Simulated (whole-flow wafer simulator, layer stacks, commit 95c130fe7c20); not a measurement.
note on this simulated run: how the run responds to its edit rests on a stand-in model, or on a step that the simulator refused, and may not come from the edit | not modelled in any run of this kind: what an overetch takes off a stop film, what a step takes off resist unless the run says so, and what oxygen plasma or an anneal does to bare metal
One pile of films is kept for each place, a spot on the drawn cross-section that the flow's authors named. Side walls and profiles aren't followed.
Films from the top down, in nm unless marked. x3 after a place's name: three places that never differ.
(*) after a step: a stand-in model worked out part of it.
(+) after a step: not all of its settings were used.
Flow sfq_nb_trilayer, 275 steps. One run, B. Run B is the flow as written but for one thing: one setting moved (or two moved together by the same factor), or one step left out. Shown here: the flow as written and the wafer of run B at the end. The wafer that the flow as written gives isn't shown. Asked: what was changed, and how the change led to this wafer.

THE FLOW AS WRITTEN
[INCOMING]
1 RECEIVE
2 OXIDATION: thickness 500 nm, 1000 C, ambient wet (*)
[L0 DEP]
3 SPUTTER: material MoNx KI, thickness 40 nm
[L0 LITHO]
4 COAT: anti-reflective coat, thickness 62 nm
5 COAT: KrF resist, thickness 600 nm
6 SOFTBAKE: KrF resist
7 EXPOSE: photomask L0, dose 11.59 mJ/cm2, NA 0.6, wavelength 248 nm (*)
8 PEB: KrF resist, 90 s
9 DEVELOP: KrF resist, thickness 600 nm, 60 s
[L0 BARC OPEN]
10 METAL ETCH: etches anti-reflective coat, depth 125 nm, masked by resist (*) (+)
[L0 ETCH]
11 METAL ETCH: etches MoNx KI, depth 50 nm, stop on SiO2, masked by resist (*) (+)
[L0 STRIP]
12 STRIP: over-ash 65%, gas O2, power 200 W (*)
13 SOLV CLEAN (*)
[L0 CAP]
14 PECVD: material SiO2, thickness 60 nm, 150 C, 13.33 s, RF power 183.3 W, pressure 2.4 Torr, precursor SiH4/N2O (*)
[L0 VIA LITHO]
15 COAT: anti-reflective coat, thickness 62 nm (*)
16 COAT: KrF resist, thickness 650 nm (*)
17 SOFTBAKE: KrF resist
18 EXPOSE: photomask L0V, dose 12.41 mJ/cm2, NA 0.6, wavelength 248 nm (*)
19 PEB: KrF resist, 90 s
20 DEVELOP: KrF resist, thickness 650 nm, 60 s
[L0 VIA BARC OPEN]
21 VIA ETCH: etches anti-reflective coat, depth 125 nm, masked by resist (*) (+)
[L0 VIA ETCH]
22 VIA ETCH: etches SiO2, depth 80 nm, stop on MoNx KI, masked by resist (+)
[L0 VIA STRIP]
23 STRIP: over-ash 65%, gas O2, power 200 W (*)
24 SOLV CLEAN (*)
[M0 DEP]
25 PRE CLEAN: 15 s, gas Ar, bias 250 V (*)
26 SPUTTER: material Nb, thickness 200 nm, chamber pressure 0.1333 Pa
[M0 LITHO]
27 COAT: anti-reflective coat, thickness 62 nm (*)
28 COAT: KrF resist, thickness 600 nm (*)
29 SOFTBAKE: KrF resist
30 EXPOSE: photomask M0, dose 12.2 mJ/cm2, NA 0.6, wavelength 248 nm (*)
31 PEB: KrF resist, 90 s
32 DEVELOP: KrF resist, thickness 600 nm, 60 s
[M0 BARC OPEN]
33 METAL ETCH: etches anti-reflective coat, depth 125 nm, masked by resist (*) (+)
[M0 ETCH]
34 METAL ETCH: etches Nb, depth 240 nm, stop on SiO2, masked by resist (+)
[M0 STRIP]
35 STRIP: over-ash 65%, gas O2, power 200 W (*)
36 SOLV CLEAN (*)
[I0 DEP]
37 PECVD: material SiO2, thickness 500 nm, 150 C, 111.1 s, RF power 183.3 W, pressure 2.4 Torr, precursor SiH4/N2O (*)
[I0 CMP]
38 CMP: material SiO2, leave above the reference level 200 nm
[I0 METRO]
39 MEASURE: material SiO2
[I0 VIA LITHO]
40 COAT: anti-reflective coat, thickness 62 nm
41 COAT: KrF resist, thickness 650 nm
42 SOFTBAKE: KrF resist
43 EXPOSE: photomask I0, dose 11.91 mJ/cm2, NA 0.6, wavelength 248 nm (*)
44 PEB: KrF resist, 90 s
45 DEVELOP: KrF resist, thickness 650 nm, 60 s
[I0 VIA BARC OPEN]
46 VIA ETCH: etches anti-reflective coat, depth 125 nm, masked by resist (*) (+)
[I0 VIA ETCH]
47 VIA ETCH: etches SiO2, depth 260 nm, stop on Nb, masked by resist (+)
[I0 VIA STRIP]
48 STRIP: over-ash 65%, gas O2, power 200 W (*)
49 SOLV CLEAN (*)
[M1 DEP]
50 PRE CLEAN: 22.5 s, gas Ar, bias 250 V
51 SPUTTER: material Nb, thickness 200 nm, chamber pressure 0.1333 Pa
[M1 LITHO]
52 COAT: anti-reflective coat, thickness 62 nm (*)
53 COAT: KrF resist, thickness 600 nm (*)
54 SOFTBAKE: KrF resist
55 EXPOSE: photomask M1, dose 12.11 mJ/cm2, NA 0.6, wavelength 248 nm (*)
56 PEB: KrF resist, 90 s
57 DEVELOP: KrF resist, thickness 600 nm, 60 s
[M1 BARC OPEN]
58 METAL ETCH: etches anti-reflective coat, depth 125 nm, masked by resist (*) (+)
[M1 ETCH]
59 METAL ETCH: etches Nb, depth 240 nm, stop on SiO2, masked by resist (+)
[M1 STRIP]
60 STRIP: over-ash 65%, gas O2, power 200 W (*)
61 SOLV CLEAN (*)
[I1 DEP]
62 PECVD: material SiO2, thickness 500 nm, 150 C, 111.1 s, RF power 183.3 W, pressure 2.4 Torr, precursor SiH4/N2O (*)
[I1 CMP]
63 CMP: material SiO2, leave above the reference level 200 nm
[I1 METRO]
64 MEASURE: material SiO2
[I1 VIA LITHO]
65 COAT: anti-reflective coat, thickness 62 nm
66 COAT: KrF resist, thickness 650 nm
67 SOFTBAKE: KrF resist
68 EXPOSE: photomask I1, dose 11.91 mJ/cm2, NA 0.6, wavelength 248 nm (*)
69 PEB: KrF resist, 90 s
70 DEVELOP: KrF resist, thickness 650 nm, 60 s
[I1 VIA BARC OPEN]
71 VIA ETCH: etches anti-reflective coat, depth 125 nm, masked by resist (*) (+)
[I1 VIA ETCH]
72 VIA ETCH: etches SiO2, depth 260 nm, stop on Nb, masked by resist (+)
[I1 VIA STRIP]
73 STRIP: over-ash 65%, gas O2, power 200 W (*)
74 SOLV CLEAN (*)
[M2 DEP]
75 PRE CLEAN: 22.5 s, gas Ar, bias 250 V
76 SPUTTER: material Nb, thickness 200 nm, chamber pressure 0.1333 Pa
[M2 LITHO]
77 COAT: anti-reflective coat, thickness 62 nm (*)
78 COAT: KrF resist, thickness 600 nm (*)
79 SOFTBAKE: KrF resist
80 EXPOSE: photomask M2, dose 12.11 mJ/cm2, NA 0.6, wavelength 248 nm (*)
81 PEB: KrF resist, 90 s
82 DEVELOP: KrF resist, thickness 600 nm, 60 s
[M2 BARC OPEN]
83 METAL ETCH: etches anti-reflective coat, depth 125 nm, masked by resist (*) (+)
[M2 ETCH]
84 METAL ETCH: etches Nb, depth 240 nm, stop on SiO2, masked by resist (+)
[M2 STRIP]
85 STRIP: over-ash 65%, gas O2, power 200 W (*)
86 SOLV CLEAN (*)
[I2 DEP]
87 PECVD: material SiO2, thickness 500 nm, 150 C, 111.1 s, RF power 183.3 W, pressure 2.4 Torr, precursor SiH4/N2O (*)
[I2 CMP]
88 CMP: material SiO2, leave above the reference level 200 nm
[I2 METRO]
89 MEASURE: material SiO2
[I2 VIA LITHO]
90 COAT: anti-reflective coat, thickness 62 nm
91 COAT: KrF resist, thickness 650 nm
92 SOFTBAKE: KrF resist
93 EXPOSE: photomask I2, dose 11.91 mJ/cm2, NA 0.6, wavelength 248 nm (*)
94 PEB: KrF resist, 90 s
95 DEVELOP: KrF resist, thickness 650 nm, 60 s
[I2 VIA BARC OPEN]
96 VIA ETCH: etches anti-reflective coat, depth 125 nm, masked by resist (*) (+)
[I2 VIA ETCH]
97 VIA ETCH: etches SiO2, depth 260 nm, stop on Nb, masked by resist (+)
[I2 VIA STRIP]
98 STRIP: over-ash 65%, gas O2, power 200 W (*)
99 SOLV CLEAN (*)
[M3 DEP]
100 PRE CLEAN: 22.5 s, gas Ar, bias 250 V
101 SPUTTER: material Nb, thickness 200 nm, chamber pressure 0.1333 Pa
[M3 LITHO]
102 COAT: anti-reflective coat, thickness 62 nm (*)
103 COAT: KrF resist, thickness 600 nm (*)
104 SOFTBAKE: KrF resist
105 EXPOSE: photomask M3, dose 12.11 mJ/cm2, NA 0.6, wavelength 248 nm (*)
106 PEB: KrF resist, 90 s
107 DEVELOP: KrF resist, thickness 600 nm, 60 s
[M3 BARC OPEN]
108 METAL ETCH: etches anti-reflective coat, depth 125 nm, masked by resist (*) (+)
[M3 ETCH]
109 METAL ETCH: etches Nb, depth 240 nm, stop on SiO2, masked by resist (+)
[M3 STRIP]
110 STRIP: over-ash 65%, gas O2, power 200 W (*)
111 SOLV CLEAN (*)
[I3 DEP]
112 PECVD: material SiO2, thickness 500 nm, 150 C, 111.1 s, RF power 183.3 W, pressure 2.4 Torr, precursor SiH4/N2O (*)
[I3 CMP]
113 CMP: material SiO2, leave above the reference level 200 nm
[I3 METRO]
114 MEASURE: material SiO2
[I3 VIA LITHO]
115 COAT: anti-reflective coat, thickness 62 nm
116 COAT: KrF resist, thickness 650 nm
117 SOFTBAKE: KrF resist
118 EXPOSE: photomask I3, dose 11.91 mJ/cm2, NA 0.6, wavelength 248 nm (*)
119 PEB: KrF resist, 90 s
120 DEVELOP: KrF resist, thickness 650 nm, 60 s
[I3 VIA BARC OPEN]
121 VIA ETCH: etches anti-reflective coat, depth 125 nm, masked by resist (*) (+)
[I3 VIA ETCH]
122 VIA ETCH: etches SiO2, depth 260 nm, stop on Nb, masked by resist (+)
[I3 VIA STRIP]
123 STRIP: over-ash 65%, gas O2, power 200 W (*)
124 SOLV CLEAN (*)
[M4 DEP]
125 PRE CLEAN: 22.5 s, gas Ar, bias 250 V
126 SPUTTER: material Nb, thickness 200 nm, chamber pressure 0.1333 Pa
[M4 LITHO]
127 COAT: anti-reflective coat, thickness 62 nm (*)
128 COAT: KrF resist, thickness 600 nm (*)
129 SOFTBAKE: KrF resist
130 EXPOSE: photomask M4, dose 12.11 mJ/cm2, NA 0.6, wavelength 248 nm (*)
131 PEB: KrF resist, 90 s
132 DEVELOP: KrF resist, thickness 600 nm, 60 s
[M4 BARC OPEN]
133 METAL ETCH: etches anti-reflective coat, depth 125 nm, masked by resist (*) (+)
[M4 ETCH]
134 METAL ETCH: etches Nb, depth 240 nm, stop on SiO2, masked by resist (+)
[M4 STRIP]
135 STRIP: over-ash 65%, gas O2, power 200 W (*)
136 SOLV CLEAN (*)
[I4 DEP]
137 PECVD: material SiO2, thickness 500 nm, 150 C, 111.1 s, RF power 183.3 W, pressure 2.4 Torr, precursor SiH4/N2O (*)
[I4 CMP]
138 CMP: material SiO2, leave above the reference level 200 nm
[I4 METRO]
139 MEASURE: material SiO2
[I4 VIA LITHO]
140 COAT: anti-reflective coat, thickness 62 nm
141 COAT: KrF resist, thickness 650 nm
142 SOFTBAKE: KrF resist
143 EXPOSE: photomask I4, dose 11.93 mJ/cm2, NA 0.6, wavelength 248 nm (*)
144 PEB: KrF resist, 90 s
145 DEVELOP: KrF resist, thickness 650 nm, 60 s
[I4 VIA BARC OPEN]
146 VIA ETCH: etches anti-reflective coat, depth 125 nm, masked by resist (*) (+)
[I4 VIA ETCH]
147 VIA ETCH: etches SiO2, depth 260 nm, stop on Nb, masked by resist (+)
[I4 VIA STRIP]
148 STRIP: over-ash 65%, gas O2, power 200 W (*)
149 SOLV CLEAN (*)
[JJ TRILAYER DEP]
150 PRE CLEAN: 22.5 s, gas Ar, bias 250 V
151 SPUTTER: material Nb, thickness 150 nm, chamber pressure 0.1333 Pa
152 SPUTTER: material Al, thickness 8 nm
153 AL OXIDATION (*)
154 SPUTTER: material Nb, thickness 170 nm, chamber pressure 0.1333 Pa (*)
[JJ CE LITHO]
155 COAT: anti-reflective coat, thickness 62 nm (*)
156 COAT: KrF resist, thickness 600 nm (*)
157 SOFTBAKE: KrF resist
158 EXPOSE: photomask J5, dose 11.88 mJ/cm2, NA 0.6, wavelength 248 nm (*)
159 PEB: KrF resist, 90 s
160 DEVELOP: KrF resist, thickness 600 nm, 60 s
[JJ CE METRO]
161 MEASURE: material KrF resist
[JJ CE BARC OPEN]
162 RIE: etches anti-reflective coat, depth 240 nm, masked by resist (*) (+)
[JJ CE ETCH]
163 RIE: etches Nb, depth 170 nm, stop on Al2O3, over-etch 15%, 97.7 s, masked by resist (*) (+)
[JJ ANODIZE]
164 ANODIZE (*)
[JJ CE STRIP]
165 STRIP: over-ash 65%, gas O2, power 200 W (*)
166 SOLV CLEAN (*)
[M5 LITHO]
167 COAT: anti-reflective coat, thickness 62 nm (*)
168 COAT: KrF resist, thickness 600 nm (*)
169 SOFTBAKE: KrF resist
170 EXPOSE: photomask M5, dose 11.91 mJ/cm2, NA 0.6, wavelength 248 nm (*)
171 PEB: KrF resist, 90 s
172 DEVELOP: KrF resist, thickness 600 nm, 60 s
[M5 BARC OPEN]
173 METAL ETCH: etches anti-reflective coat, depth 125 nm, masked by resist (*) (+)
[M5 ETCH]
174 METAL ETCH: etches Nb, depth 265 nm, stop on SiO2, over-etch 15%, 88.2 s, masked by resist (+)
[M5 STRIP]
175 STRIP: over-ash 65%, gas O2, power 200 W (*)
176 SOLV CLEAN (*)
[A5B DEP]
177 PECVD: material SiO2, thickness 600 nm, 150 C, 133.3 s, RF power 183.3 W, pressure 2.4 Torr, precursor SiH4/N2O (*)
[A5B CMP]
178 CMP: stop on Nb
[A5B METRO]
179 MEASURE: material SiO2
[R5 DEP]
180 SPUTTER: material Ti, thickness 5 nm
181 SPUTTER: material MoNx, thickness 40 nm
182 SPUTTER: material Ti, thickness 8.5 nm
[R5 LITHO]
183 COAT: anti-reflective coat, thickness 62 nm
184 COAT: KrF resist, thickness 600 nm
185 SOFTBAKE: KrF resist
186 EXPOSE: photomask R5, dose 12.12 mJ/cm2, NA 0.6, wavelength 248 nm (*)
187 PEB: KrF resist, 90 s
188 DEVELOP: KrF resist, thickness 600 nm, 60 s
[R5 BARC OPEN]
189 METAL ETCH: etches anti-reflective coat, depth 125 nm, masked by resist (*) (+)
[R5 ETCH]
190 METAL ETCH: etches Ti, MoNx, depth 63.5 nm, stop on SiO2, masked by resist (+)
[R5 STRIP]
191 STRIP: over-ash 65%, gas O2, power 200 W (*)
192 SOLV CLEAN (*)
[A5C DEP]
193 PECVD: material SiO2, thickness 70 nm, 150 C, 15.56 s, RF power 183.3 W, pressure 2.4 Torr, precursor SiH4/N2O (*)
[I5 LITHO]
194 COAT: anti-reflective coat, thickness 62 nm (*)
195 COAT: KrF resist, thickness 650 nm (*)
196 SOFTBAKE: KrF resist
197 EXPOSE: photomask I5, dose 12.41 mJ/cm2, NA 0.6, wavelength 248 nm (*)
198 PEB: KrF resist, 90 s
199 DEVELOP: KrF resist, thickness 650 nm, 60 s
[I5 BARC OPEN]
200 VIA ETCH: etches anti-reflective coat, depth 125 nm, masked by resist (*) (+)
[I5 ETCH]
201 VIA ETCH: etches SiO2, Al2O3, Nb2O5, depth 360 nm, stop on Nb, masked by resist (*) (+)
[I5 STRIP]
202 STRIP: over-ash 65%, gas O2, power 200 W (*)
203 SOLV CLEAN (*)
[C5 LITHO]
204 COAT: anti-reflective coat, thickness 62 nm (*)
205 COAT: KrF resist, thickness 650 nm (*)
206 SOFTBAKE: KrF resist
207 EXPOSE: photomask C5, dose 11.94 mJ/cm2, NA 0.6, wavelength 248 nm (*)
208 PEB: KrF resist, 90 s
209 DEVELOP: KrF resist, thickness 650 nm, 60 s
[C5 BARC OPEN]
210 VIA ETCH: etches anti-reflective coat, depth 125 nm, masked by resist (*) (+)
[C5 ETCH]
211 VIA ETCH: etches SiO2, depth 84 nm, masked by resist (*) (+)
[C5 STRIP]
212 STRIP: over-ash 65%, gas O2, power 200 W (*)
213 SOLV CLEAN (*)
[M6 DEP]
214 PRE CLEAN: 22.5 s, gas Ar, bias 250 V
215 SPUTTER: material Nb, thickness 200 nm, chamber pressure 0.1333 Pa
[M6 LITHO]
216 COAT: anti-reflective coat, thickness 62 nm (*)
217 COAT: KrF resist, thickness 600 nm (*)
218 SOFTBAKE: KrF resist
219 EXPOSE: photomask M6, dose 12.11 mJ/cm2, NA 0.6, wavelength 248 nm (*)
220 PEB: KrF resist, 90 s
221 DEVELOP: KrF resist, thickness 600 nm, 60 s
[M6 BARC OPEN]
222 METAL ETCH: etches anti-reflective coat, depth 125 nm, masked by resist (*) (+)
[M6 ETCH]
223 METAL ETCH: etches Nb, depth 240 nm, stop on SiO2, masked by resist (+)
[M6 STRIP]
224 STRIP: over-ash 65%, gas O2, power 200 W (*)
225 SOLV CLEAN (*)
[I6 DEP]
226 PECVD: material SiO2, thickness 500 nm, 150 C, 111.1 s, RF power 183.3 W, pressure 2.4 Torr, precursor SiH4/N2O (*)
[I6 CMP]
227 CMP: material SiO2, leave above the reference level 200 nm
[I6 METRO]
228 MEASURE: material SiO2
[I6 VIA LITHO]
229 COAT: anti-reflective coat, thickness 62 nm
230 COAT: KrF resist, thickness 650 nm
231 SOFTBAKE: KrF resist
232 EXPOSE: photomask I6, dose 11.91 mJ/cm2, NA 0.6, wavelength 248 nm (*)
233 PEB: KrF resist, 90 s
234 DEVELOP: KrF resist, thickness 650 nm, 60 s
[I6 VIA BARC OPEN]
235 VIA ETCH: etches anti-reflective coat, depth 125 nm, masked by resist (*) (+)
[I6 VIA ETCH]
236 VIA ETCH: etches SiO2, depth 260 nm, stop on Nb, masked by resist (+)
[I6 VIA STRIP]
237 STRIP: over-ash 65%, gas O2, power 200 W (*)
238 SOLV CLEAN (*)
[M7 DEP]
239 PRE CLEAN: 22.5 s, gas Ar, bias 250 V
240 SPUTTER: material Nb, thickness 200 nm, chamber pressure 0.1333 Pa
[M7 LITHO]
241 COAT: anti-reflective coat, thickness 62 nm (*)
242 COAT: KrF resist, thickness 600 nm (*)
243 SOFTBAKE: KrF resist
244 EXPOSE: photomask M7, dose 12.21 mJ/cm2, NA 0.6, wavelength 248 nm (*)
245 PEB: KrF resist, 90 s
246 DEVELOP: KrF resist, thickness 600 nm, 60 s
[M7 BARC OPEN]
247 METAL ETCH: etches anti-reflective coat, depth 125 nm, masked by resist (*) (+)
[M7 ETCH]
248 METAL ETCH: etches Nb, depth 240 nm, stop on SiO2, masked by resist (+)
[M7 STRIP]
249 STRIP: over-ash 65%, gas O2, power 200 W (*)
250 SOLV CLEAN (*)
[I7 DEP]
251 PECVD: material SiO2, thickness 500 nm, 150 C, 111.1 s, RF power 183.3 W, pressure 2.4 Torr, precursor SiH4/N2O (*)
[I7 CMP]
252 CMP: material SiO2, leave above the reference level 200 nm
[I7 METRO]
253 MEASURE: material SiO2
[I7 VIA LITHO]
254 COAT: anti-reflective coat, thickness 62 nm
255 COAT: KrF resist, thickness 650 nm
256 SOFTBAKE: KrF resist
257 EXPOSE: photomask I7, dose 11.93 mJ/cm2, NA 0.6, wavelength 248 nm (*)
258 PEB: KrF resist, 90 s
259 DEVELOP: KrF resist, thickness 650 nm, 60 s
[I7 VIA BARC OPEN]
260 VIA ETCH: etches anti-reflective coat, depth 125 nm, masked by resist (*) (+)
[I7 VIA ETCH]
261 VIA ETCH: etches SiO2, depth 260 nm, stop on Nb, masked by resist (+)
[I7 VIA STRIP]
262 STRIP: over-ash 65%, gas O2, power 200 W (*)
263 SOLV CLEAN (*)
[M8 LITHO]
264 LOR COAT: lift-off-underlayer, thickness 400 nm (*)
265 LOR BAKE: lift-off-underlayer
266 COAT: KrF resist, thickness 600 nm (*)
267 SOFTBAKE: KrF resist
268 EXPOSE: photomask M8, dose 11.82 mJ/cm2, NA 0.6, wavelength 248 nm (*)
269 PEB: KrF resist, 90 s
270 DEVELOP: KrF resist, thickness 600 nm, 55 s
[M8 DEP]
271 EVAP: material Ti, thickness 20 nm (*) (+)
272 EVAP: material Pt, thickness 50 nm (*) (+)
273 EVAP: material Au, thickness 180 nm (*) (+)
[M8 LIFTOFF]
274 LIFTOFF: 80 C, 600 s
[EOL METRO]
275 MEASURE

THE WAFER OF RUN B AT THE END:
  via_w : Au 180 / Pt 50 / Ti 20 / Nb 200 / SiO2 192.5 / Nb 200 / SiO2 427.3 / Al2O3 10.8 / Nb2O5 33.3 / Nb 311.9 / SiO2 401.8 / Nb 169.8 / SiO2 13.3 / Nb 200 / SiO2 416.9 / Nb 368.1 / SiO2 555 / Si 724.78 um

The cause: step 97, VIA ETCH: depth 179 nm was run, where the flow has depth 260 nm.

How the change led to this, step by step:
  97 VIA ETCH: etches SiO2, depth 260 nm, stop on Nb, masked by resist (+)
      via_w: SiO2 -179 (as written it would be: SiO2 -199.8 (all of it))
      field_l, v_sur, via_wl and 102 more: KrF resist -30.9 (as written it would be: KrF resist -44.8)
  98 STRIP: over-ash 65%, gas O2, power 200 W (*)
      field_l, v_sur, via_wl and 102 more: KrF resist -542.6 (all of it), anti-reflective coat -62 (all of it) (as written it would be: KrF resist -528.6 (all of it), anti-reflective coat -62 (all of it))
  100 PRE CLEAN: 22.5 s, gas Ar, bias 250 V
      via_w: SiO2 -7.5 (as written it would be: Nb -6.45)
  101 SPUTTER: material Nb, thickness 200 nm, chamber pressure 0.1333 Pa
      via_w: Nb +169.8 (new film) (as written it would be: Nb +165.5)
  102 COAT: anti-reflective coat, thickness 62 nm (*)
      via_wl, via_wr: anti-reflective coat +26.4 (new film) (as written it would be: anti-reflective coat +34.2 (new film))
      v_sur: anti-reflective coat +58.5 (new film) (as written it would be: anti-reflective coat +61.1 (new film))
      (and at 1 more place)
  110 STRIP: over-ash 65%, gas O2, power 200 W (*)
      v_sur: KrF resist -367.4 (all of it), anti-reflective coat -58.5 (all of it) (as written it would be: KrF resist -365.3 (all of it), anti-reflective coat -61.1 (all of it))
      via_wl: KrF resist -391.8 (all of it), anti-reflective coat -26.4 (all of it) (as written it would be: KrF resist -384.2 (all of it), anti-reflective coat -34.2 (all of it))
      (and at 2 more places)
  112 PECVD: material SiO2, thickness 500 nm, 150 C, 111.1 s, RF power 183.3 W, pressure 2.4 Torr, precursor SiH4/N2O (*)
      via_w: SiO2 +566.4 (new film) (as written it would be: SiO2 +615 (new film))
  113 CMP: material SiO2, leave above the reference level 200 nm
      via_w: SiO2 -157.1 (as written it would be: SiO2 -181.6)
Counting metal films that touch as one body, via_w has 6 bodies (between them, from the top down: SiO2 192.5; SiO2 427.3 / Al2O3 10.8 / Nb2O5 33.3; SiO2 401.8; SiO2 13.3; SiO2 416.9); the flow as written gives 5 bodies (between them, from the top down: SiO2 192.5; SiO2 427.3 / Al2O3 10.8 / Nb2O5 33.3; SiO2 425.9; SiO2 416.9).
